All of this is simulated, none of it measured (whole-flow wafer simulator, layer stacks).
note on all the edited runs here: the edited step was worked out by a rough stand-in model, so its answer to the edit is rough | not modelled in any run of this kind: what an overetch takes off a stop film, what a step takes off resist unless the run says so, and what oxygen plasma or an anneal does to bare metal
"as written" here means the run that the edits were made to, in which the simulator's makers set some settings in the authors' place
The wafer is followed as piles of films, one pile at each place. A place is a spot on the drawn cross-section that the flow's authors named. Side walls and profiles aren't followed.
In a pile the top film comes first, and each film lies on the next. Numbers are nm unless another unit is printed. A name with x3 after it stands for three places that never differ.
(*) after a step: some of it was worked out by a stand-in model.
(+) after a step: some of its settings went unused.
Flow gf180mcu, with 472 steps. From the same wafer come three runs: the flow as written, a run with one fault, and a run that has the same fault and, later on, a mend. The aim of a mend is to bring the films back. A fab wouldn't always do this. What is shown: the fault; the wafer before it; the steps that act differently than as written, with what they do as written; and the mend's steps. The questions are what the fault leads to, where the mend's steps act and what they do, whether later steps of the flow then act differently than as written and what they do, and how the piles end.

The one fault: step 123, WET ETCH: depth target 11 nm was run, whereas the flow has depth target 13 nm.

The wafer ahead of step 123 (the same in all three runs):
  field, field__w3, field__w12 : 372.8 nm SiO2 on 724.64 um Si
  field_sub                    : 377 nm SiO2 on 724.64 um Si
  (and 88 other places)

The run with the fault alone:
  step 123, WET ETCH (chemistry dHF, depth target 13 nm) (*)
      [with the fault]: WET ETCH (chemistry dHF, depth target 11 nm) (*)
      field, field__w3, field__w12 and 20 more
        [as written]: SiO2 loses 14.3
        [with the fault]: SiO2 loses 12.1
  Later steps of the flow acting differently than as written (49 more steps, not shown, differ only slightly: by at most 2% or 0.5 nm, whichever is larger):
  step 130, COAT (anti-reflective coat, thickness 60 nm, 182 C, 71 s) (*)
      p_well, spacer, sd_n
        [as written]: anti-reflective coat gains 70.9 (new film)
        [with the fault]: anti-reflective coat gains 72.9 (new film)
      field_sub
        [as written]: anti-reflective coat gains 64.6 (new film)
        [with the fault]: anti-reflective coat gains 63.3 (new film)
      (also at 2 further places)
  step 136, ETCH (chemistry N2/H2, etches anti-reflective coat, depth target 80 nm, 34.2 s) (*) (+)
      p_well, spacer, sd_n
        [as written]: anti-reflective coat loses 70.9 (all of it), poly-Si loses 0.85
        [with the fault]: anti-reflective coat loses 72.9 (all of it), poly-Si loses 0.8
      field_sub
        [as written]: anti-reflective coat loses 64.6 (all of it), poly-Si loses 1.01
        [with the fault]: anti-reflective coat loses 63.3 (all of it), poly-Si loses 1.04
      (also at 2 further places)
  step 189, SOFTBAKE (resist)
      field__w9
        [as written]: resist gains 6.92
        [with the fault]: resist loses 3.08
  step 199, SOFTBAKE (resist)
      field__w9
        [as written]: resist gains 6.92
        [with the fault]: resist loses 3.08
  When the end is reached, the piles differ only a little from the flow's at the places that both follow, at most by 2% or 0.5 nm, whichever is larger.

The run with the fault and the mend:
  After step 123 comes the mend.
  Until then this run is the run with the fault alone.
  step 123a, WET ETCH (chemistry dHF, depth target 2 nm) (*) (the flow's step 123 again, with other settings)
      field, field__w3, field__w12 and 20 more
        SiO2 loses 2
  None of the later steps of the flow differs from how it acts as written, at any place that is followed, by more than 2% or 0.5 nm, whichever is larger.
  When the end is reached, the piles differ only a little from the flow's at the places that both follow, at most by 2% or 0.5 nm, whichever is larger.
